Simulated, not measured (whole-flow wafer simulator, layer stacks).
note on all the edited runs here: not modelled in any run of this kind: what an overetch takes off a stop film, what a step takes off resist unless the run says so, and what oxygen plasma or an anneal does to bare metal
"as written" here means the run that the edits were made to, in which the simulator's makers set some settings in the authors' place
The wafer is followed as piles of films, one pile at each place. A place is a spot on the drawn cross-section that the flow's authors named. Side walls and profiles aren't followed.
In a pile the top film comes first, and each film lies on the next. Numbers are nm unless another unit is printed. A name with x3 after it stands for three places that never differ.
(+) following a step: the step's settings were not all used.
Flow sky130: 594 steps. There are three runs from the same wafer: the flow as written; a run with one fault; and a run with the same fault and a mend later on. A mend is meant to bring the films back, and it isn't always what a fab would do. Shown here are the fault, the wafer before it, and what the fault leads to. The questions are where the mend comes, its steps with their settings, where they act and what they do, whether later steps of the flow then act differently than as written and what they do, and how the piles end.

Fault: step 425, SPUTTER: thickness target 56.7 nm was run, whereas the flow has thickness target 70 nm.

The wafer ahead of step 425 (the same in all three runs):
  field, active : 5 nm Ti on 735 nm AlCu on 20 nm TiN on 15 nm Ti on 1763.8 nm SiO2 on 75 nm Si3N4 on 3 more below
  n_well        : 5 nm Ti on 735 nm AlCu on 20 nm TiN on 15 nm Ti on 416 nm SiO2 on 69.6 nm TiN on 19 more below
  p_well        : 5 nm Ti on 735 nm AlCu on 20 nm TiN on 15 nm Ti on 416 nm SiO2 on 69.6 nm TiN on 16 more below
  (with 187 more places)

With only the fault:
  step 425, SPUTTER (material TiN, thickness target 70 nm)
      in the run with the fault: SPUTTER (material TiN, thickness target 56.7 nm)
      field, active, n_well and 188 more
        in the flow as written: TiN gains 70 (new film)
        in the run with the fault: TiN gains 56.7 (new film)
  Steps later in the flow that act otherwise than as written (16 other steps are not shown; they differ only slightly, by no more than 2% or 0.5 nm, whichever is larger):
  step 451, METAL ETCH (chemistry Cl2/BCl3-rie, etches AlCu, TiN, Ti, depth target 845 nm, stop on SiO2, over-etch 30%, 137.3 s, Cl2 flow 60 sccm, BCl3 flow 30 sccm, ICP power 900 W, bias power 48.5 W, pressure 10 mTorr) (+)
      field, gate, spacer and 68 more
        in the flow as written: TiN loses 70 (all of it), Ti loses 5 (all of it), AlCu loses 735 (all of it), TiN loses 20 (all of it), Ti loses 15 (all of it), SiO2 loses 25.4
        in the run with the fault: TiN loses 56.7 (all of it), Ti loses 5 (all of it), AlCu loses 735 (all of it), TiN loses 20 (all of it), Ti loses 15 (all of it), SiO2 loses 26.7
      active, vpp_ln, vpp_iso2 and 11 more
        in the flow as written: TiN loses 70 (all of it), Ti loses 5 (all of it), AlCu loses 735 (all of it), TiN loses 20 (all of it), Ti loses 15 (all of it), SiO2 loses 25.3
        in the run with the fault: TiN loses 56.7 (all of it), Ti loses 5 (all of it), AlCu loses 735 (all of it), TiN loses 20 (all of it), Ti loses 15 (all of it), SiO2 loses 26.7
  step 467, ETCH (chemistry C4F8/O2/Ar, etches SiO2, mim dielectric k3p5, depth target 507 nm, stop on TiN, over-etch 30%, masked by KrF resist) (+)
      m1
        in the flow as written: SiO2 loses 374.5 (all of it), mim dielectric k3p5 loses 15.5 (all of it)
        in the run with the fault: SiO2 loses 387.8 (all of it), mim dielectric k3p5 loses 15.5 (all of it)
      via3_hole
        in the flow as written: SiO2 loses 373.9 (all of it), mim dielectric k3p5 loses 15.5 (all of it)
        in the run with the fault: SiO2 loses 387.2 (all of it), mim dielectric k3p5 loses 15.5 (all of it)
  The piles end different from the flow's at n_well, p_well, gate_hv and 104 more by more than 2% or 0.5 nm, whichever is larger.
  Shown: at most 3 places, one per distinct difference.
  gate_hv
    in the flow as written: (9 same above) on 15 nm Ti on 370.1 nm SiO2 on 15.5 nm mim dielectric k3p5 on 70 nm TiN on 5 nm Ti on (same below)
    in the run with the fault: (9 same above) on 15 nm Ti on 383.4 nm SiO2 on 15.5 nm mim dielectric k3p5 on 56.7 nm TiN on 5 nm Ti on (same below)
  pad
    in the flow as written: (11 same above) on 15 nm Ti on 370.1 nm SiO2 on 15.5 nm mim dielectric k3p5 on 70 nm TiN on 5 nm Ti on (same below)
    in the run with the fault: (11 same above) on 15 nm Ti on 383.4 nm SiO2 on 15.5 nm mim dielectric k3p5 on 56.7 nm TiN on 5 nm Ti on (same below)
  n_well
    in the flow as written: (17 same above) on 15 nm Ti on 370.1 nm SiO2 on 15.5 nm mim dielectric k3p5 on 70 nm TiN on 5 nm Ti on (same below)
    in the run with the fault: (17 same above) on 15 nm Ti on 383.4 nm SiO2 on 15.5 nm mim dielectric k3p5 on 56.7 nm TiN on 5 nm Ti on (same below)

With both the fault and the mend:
  The mend follows step 425.
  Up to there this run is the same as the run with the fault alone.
  step 425a, SPUTTER (material TiN, thickness target 13.3 nm) (a further turn of the flow's step 425, with different settings)
      field, active, n_well and 188 more
        TiN gains 13.3
  Every later step of the flow that is run acts as written at every place that is followed.
  By the end, the piles equal the flow's at every place that both follow.
